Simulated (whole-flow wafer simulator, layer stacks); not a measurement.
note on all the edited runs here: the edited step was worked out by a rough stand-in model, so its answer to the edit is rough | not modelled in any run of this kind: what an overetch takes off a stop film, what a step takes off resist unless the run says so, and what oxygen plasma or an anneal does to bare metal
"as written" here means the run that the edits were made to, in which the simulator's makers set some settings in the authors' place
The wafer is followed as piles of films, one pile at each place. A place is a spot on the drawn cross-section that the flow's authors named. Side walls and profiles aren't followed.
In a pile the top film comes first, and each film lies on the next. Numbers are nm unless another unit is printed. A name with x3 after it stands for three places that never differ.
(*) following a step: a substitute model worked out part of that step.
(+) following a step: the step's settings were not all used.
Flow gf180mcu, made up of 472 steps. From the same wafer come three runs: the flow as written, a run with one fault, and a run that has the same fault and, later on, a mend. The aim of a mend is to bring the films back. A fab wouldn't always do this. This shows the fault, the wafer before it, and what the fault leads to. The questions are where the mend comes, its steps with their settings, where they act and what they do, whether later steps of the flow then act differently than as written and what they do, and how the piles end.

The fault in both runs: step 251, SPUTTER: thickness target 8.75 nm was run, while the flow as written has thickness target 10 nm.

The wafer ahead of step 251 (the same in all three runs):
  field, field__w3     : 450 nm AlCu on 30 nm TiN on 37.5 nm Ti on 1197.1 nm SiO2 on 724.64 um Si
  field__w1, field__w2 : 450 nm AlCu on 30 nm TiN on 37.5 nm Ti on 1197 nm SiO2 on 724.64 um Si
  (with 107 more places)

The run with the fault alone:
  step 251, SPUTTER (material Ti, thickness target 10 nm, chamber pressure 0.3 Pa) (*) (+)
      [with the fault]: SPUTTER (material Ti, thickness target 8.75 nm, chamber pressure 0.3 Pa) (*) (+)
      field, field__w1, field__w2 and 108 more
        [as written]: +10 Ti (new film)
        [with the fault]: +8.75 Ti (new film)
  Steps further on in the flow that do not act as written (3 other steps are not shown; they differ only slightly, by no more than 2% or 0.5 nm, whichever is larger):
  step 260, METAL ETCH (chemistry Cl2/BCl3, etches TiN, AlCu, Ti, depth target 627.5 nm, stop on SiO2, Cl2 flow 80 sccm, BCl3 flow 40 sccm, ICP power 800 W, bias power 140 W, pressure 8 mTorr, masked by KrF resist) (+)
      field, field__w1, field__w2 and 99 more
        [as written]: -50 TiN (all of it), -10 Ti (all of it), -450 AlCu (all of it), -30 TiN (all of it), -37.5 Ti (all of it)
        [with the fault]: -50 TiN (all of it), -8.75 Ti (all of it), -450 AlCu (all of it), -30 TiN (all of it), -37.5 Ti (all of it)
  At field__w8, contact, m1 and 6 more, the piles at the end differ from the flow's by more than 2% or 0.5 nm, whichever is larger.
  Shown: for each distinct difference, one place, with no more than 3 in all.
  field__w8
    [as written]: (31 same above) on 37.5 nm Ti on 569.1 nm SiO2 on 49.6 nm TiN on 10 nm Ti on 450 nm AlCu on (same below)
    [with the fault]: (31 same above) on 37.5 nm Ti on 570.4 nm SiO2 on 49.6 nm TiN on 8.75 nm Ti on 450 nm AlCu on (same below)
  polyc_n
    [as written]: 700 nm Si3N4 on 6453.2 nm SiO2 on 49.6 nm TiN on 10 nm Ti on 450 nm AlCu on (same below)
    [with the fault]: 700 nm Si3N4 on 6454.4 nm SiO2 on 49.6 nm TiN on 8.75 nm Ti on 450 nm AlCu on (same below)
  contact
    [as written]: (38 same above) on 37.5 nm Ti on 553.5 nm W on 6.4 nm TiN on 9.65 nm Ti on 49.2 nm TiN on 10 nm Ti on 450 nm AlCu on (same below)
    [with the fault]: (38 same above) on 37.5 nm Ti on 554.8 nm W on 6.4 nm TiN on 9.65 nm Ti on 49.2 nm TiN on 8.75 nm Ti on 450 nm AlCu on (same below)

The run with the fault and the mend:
  After step 251 comes the mend.
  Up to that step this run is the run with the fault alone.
  step 251a, SPUTTER (material Ti, thickness target 1.25 nm, chamber pressure 0.3 Pa) (*) (+) (the flow's step 251 again, with other settings)
      field, field__w1, field__w2 and 108 more
        +1.25 Ti
  None of the later steps of the flow acts differently than as written at any place that is followed.
  At every place that both follow, the piles at the end match the flow's.
